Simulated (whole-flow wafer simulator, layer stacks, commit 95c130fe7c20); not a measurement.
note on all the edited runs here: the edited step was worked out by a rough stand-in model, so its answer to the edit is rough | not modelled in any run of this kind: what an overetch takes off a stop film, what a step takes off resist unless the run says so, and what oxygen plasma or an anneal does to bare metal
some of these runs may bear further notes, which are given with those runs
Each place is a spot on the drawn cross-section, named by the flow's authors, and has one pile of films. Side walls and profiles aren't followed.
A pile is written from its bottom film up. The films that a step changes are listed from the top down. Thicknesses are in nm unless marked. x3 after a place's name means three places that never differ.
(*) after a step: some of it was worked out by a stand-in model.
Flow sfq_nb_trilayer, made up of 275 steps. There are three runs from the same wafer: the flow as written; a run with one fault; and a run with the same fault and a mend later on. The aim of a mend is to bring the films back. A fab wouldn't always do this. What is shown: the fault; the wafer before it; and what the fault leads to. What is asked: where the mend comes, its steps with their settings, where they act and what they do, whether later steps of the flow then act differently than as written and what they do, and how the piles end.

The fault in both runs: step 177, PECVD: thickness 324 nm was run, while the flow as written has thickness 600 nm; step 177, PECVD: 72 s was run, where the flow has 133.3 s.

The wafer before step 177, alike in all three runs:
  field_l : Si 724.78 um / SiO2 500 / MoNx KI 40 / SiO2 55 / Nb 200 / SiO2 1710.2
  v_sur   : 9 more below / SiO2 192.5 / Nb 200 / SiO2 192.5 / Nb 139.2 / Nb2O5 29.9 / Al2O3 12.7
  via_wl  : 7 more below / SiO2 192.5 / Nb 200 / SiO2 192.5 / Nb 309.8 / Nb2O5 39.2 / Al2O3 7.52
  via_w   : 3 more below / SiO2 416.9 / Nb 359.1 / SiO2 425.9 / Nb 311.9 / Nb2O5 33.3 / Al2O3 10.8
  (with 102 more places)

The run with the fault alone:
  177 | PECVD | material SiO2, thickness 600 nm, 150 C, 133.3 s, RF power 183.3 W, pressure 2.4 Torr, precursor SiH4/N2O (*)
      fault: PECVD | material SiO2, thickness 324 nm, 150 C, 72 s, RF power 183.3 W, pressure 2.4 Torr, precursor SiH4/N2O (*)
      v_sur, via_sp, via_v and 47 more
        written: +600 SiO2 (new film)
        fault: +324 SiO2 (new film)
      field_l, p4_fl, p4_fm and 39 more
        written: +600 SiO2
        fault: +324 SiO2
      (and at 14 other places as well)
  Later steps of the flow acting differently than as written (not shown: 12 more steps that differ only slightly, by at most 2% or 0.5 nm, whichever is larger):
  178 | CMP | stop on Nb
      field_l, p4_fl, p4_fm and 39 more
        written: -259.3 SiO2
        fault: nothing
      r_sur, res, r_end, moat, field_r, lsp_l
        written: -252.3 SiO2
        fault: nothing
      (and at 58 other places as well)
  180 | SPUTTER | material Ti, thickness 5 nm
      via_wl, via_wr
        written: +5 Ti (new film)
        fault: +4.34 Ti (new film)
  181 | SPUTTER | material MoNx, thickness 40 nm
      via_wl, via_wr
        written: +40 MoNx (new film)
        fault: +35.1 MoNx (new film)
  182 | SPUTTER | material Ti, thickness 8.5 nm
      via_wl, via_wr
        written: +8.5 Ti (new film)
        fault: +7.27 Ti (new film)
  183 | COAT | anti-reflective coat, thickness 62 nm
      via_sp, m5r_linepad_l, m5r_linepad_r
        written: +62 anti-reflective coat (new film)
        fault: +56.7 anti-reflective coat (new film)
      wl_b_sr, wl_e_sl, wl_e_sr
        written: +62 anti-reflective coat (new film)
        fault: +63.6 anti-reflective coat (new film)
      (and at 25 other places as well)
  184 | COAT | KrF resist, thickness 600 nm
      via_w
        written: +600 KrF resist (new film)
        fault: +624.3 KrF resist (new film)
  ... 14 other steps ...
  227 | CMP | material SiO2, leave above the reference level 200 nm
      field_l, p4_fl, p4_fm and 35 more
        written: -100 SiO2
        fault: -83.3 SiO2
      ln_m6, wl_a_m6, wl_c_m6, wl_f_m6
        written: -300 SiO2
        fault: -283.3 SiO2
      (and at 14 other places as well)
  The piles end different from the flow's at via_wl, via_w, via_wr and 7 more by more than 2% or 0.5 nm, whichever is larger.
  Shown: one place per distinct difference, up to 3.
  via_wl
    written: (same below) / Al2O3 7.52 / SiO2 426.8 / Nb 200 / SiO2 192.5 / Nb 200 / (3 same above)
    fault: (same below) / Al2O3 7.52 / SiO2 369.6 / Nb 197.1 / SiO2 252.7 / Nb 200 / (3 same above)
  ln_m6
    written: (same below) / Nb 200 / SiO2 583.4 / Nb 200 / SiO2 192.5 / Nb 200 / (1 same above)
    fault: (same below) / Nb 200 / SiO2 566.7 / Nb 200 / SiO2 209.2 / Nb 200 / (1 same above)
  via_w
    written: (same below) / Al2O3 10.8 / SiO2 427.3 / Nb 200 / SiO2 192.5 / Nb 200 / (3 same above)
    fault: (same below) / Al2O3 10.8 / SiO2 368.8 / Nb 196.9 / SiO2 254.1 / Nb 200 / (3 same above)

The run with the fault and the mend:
  The mend stands after step 177.
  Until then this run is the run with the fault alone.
  177a | PECVD | material SiO2, thickness 276 nm, 150 C, 61.33 s, RF power 183.3 W, pressure 2.4 Torr, precursor SiH4/N2O (*) (the flow's step 177 again, with other settings)
      field_l, v_sur, via_sp and 94 more
        +276 SiO2
      r_sur, res, r_end, moat, field_r, lsp_l
        +272.9 SiO2
      via_wl, via_w, via_wr
        +263.2 SiO2
  Later steps of the flow acting differently than as written:
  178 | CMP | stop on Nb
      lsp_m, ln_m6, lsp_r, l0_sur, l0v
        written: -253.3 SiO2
        mend: -259.3 SiO2
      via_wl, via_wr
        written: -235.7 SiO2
        mend: -206 SiO2
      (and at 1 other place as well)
  By the end, the piles equal the flow's at every place that both follow.
